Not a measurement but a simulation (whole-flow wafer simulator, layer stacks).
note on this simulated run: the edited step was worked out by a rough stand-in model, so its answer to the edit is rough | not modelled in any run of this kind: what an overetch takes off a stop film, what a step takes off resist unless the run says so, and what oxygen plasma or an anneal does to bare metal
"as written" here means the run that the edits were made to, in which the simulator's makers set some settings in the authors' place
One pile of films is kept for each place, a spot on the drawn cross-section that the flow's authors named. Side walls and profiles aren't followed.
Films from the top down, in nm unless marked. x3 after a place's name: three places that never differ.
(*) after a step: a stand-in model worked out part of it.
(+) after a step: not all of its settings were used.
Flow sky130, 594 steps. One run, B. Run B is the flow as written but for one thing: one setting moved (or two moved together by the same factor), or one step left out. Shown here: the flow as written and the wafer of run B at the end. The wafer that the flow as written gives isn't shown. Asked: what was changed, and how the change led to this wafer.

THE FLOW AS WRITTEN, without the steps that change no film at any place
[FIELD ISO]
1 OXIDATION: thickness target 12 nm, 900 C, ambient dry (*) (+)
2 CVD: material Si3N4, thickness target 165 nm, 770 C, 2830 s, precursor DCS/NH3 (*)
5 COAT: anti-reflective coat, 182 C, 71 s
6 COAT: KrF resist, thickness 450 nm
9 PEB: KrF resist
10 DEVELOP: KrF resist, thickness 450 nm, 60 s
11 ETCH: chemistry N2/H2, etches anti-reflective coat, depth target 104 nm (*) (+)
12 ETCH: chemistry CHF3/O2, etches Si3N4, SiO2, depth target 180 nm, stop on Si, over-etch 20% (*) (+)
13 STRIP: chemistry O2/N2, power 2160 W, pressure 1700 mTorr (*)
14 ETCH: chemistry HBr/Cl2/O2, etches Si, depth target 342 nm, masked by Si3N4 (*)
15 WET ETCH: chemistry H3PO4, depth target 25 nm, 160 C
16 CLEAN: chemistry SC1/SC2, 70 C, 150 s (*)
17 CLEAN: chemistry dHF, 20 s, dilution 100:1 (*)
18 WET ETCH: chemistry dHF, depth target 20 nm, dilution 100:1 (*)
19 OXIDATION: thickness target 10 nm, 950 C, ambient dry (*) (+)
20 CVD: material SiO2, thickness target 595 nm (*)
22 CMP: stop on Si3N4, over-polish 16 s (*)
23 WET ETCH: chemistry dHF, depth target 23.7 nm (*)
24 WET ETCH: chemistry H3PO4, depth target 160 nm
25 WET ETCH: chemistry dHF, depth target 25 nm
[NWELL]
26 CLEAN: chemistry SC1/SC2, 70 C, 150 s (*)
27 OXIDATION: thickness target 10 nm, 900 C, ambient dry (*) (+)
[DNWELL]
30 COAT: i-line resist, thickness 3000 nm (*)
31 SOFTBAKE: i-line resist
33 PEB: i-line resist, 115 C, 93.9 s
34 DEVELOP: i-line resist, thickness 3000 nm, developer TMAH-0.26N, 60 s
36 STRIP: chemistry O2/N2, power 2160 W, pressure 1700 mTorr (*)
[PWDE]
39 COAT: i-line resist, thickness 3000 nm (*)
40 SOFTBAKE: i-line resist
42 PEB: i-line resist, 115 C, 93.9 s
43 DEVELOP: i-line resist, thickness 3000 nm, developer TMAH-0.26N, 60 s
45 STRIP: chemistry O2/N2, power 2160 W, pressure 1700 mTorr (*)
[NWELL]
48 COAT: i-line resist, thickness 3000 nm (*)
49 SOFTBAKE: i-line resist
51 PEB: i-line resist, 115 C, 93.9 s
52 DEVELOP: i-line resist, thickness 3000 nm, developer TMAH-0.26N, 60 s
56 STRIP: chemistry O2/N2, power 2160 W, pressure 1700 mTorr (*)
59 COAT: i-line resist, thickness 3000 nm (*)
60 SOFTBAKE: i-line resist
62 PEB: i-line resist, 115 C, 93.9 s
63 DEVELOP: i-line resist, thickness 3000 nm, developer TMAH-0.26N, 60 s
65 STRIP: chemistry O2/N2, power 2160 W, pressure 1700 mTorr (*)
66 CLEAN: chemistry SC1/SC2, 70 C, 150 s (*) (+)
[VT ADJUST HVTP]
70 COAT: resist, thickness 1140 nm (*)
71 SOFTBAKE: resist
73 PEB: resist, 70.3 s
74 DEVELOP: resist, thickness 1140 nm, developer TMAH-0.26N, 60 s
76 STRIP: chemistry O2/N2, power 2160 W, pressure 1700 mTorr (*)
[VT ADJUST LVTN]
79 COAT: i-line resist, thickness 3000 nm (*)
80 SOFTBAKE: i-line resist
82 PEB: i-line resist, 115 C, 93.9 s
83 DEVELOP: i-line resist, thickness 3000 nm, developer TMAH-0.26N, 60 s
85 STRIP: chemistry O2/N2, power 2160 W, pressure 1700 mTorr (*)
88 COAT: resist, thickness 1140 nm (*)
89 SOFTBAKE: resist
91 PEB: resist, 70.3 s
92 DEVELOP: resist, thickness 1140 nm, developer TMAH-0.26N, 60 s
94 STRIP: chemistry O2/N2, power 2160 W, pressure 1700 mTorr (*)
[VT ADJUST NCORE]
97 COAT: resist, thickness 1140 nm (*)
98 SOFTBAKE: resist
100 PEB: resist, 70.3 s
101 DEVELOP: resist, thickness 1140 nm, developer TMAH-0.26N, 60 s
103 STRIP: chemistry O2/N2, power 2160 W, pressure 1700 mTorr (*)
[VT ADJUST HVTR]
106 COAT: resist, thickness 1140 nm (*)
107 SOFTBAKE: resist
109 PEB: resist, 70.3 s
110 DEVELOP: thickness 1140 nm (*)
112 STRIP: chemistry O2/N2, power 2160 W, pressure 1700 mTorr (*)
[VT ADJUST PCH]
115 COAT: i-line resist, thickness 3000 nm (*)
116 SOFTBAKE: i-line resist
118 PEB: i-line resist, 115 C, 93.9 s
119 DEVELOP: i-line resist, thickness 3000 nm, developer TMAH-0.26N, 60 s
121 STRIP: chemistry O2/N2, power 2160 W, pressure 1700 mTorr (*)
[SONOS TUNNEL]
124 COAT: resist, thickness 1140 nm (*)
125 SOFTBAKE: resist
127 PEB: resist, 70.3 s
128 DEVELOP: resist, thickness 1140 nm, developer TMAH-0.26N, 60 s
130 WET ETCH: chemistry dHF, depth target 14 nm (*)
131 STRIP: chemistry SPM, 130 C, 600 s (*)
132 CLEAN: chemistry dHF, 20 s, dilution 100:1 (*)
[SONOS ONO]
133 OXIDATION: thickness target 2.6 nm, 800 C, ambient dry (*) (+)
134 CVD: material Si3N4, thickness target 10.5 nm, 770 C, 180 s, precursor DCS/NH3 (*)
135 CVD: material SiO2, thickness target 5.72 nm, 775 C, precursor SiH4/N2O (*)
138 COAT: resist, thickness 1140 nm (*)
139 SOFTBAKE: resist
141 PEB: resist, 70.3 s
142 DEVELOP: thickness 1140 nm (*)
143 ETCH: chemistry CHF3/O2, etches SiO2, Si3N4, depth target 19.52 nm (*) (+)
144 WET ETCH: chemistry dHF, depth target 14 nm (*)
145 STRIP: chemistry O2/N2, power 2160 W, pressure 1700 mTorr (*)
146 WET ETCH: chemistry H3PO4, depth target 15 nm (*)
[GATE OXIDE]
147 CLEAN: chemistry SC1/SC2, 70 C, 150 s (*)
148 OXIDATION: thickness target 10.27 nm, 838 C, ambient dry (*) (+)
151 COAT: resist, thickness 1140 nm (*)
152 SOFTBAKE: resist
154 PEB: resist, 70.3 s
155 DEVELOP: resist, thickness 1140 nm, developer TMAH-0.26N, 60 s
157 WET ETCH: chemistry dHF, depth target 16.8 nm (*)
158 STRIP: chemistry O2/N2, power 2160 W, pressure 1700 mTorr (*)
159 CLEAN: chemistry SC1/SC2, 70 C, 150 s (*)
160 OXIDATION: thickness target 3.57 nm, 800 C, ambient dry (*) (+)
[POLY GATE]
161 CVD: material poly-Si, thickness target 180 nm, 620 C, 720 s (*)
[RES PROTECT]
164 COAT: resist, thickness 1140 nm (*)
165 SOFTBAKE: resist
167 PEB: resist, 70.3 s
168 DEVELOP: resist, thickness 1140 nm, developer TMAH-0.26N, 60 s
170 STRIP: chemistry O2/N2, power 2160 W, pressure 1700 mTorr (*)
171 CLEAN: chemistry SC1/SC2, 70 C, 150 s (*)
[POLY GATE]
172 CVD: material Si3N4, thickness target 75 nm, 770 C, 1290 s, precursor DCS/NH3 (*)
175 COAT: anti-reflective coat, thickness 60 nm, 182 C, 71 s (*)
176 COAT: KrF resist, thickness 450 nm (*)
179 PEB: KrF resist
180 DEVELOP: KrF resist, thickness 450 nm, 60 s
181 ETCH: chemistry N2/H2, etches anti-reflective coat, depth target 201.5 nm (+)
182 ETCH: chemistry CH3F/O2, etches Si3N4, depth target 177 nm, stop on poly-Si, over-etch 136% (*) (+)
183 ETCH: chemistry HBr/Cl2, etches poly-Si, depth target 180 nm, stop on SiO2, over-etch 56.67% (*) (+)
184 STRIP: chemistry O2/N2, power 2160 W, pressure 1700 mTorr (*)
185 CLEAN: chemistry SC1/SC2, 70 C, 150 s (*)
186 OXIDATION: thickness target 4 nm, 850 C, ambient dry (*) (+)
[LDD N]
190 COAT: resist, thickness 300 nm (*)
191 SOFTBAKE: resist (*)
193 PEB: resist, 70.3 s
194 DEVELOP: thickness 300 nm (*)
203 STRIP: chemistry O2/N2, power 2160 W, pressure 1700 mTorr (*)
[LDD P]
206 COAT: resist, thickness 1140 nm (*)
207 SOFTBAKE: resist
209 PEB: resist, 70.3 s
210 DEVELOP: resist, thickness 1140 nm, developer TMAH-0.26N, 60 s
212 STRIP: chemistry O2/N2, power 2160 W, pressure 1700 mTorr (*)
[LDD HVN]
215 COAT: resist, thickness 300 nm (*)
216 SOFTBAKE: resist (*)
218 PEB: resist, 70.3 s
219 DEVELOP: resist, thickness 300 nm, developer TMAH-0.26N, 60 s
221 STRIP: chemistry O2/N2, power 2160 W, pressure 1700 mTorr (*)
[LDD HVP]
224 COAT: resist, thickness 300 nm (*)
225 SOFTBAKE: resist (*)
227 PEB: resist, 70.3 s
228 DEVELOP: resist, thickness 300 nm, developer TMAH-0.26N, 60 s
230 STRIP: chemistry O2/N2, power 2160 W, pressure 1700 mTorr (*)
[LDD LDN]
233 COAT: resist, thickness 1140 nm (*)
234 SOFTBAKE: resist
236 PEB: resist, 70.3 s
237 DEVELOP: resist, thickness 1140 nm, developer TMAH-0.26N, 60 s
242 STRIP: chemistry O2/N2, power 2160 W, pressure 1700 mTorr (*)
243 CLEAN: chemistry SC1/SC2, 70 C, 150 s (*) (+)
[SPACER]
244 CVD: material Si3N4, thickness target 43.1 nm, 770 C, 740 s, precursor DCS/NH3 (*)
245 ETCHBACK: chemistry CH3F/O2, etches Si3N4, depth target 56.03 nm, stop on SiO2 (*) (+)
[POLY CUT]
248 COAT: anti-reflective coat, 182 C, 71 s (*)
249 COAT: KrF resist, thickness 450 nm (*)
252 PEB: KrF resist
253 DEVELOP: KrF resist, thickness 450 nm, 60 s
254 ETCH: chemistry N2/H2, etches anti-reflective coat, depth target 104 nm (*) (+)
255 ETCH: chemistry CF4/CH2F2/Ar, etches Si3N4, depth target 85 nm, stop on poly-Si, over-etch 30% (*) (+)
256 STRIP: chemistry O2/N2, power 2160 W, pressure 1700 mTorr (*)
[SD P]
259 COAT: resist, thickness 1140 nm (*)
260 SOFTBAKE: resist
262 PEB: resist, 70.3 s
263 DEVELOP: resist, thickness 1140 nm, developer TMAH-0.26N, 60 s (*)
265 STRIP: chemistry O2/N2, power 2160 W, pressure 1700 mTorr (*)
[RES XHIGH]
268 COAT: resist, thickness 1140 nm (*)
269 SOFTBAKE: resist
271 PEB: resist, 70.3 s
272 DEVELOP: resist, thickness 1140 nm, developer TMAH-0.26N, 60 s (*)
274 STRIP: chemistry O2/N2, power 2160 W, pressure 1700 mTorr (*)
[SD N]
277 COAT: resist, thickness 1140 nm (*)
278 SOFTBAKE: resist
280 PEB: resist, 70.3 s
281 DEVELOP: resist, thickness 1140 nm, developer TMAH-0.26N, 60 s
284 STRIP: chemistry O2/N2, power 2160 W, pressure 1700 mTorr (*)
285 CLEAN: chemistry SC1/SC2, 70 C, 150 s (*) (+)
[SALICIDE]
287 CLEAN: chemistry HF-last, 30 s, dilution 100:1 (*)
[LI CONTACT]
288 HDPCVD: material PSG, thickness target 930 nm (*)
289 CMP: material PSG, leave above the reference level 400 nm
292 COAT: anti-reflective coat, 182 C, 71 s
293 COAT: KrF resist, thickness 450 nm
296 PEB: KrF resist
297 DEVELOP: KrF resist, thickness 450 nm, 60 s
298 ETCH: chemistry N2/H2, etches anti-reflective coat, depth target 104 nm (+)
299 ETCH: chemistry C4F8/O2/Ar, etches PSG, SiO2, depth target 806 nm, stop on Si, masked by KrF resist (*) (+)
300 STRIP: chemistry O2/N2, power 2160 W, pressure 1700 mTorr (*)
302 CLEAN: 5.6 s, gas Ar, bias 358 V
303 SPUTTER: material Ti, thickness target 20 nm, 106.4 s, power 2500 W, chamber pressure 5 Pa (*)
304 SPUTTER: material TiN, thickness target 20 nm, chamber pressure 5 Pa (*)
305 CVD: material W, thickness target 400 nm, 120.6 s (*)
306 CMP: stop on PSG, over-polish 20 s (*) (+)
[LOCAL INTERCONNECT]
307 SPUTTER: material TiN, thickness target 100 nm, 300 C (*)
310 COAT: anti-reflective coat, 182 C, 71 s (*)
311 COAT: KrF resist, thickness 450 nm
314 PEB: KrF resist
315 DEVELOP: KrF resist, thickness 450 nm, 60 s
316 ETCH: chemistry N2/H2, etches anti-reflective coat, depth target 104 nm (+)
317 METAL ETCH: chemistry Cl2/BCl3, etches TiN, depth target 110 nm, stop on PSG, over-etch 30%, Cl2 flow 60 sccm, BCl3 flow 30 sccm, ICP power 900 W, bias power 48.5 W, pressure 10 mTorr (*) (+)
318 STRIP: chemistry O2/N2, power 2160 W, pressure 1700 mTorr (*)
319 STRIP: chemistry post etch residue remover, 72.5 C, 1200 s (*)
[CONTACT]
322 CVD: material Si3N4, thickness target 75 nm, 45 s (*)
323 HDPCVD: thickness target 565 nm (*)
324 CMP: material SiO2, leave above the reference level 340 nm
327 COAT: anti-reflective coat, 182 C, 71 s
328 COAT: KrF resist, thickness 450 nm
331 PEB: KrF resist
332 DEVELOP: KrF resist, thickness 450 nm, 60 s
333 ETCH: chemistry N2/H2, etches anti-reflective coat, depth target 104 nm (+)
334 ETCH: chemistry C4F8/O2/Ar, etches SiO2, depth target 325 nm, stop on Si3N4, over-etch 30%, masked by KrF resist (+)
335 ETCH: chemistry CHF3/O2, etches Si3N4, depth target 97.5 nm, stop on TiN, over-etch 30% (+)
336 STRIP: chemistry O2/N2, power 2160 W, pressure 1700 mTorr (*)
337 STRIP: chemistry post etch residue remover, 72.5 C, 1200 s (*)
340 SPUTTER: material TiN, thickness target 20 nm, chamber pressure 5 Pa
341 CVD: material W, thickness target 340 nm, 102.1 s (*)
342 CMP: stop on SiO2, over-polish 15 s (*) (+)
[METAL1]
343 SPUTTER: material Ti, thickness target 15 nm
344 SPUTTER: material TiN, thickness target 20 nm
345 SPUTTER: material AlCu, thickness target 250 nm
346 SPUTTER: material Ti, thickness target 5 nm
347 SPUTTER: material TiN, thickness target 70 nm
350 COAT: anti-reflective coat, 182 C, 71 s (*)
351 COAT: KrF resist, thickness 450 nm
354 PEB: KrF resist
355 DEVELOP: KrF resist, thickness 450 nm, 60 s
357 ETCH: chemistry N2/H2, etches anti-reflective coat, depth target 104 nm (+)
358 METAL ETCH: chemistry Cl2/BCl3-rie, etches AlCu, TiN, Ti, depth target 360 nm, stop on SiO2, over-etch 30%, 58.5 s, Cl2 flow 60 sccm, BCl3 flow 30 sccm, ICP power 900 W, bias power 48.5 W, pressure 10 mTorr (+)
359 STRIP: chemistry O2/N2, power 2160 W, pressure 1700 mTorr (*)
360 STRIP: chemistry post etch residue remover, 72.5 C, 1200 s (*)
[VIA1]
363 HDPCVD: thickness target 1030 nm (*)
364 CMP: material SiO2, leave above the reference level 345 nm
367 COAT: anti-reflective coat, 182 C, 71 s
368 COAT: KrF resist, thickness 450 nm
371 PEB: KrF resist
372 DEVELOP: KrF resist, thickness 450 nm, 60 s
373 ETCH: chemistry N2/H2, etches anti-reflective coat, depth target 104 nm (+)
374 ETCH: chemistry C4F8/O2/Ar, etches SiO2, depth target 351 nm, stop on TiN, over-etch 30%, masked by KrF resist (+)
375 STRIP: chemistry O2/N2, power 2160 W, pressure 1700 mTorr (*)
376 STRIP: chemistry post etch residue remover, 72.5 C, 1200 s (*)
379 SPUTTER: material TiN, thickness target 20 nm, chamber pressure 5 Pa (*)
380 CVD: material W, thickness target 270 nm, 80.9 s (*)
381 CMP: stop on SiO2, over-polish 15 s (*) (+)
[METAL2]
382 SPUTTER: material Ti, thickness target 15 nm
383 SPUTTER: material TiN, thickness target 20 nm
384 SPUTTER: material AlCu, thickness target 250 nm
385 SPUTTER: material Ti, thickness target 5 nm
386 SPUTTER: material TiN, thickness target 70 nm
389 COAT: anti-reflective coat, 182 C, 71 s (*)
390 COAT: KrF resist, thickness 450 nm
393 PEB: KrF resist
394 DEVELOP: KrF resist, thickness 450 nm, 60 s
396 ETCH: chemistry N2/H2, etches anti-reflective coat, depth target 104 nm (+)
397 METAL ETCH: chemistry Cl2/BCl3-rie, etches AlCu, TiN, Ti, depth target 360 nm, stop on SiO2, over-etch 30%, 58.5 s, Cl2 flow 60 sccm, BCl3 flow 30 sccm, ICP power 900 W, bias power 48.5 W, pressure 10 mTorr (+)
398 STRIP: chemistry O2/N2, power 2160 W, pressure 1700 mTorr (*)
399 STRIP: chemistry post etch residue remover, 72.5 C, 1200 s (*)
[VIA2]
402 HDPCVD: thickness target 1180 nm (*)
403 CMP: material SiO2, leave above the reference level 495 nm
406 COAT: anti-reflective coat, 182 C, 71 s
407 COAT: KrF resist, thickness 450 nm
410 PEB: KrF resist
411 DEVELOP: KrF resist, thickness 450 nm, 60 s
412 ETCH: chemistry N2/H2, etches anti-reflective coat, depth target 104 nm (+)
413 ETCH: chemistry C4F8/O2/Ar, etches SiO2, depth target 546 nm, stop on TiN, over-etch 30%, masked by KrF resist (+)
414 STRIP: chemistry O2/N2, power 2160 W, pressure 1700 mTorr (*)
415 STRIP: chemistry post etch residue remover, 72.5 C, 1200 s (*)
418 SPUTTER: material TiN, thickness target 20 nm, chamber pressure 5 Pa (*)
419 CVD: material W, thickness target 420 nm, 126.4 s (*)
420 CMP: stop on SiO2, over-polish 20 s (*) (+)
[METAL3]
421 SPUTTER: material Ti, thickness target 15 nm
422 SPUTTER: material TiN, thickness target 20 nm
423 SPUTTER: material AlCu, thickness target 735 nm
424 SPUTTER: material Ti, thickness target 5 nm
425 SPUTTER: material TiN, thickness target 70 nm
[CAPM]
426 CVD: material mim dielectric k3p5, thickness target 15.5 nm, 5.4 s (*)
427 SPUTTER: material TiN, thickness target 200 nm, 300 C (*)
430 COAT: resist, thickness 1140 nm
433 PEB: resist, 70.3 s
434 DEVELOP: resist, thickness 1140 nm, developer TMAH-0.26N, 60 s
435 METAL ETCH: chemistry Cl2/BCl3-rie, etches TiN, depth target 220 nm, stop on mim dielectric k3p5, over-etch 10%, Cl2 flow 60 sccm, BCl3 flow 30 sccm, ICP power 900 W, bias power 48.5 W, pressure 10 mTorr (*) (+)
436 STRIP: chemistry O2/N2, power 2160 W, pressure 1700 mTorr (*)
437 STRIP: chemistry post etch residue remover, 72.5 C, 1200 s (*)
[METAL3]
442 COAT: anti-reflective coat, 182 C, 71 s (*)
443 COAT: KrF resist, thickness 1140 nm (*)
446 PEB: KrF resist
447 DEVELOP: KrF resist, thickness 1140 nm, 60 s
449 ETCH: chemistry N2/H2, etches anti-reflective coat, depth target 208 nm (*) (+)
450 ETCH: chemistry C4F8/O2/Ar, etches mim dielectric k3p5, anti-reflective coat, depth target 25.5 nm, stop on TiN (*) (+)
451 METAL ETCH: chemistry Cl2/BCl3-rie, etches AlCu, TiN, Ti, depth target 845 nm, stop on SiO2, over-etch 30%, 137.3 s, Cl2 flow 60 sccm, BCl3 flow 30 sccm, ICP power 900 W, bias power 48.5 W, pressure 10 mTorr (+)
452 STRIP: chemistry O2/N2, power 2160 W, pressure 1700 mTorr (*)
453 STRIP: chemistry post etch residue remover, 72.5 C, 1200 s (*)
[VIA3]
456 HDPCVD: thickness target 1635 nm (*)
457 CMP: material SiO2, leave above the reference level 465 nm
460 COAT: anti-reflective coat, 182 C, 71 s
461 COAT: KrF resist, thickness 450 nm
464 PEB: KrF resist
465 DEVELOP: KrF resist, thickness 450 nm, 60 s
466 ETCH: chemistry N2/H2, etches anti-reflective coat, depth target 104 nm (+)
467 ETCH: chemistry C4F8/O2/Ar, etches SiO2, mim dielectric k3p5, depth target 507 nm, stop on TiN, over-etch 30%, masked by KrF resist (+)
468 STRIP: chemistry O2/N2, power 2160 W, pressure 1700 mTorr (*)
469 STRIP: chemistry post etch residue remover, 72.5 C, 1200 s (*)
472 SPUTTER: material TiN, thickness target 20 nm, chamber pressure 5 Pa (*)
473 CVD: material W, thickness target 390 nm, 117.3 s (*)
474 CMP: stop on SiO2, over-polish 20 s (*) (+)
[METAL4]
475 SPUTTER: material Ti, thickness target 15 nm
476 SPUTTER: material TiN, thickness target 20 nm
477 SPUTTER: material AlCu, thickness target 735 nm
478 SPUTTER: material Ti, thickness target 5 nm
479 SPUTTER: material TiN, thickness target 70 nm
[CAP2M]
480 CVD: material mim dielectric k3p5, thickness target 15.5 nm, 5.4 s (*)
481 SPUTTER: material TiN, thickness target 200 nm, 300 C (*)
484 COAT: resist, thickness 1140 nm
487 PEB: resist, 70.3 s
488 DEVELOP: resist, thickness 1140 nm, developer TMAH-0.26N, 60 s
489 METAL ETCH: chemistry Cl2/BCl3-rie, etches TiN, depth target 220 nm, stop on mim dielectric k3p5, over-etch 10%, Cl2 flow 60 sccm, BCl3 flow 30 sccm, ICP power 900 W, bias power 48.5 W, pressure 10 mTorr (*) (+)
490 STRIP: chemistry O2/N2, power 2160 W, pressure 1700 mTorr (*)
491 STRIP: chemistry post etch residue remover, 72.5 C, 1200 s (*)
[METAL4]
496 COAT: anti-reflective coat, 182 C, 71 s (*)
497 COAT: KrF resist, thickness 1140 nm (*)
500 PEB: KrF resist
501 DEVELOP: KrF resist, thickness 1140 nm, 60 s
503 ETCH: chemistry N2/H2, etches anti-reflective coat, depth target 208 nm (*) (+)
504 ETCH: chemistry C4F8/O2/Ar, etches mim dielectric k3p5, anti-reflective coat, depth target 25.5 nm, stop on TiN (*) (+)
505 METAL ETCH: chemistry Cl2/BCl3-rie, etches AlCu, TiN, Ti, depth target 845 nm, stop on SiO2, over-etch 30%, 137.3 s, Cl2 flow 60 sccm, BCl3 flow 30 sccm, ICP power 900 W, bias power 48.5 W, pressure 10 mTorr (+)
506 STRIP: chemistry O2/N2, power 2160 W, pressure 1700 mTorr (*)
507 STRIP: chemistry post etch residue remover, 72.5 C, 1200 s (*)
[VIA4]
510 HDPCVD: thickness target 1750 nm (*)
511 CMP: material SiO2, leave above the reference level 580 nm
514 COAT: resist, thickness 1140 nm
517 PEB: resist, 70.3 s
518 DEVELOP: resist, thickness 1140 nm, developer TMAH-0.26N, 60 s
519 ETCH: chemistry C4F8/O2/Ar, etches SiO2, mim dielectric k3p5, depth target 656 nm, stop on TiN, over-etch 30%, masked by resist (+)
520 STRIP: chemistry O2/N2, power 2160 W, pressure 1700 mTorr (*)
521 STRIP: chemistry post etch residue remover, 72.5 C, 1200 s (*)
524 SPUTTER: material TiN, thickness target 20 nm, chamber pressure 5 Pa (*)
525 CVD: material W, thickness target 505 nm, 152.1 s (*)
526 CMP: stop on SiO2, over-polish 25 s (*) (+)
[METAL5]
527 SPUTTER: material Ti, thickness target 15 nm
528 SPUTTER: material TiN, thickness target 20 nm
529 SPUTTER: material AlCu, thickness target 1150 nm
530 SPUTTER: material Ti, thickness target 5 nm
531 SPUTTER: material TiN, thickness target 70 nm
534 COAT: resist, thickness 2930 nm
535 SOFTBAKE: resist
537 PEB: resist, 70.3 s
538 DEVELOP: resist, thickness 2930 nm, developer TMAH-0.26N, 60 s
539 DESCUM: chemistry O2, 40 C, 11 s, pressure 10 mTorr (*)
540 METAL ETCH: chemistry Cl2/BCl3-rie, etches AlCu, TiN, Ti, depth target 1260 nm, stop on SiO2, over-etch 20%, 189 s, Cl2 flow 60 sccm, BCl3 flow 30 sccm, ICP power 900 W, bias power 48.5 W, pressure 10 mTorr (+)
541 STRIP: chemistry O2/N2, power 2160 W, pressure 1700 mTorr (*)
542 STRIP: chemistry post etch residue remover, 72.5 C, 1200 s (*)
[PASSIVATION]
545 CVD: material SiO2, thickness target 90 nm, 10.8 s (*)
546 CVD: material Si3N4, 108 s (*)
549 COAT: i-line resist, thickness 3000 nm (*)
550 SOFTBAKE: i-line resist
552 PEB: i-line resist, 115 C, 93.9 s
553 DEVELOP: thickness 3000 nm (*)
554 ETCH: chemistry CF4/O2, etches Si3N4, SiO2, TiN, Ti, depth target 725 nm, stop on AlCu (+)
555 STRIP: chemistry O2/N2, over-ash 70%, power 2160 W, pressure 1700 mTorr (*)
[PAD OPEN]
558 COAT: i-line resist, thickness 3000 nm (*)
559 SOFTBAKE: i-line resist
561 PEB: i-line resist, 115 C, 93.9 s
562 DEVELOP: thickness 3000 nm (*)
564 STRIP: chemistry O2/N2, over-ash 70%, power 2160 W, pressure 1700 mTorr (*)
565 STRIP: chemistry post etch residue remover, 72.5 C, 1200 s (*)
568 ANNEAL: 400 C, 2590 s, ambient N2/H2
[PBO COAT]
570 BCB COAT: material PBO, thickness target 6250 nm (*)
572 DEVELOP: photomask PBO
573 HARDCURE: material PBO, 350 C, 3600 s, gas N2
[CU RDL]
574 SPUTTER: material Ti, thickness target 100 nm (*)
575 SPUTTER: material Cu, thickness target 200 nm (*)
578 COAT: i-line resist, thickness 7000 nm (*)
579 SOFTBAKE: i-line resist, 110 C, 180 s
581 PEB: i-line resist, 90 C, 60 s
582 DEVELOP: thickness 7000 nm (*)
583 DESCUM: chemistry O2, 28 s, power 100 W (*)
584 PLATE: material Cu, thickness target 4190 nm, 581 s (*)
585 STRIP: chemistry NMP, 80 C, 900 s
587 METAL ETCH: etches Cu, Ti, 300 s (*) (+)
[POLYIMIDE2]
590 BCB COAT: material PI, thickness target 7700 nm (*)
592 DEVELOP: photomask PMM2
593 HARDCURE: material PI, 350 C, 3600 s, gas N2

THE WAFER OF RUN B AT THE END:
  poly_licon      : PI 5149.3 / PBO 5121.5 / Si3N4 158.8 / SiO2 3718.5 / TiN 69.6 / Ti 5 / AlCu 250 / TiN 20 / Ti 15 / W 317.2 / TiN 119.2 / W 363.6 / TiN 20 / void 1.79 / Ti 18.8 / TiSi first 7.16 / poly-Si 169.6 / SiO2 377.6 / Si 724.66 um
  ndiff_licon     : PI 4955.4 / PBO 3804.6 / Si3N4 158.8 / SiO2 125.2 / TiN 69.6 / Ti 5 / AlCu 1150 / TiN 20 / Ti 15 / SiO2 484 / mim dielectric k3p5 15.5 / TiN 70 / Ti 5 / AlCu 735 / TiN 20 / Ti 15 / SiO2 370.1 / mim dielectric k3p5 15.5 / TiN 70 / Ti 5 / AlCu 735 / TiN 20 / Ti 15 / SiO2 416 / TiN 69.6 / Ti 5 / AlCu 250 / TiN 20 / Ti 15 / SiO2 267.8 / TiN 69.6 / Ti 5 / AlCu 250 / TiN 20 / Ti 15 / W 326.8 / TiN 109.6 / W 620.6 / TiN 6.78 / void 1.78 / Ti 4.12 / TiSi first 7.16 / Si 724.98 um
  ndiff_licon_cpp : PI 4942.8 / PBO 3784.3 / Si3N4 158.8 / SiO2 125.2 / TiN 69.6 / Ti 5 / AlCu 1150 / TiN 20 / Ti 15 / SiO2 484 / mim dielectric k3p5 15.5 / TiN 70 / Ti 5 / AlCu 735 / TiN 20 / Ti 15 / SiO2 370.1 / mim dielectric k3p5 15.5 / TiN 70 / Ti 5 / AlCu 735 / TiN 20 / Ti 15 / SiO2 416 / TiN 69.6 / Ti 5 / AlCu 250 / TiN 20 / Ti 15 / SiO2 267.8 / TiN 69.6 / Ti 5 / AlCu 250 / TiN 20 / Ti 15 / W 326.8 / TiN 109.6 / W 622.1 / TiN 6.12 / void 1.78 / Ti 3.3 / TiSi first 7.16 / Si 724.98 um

The cause: step 303, SPUTTER: 122.3 s was run, where the flow has 106.4 s.

How the change led to this, step by step:
  303 SPUTTER: material Ti, thickness target 20 nm, 106.4 s, power 2500 W, chamber pressure 5 Pa (*)
      field, active, n_well and 185 more: Ti +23 (new film) (as written it would be: Ti +20 (new film))
      ndiff_licon: Ti +8.3 (new film) (as written it would be: Ti +7.24 (new film))
      (and at 2 more places)
  306 CMP: stop on PSG, over-polish 20 s (*) (+)
      field, active, n_well and 184 more: W -400 (all of it), TiN -20 (all of it), Ti -23 (all of it), PSG -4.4 (as written it would be: W -400 (all of it), TiN -20 (all of it), Ti -20 (all of it), PSG -4.4)
      poly_licon: W -36.4 (as written it would be: W -33.3)
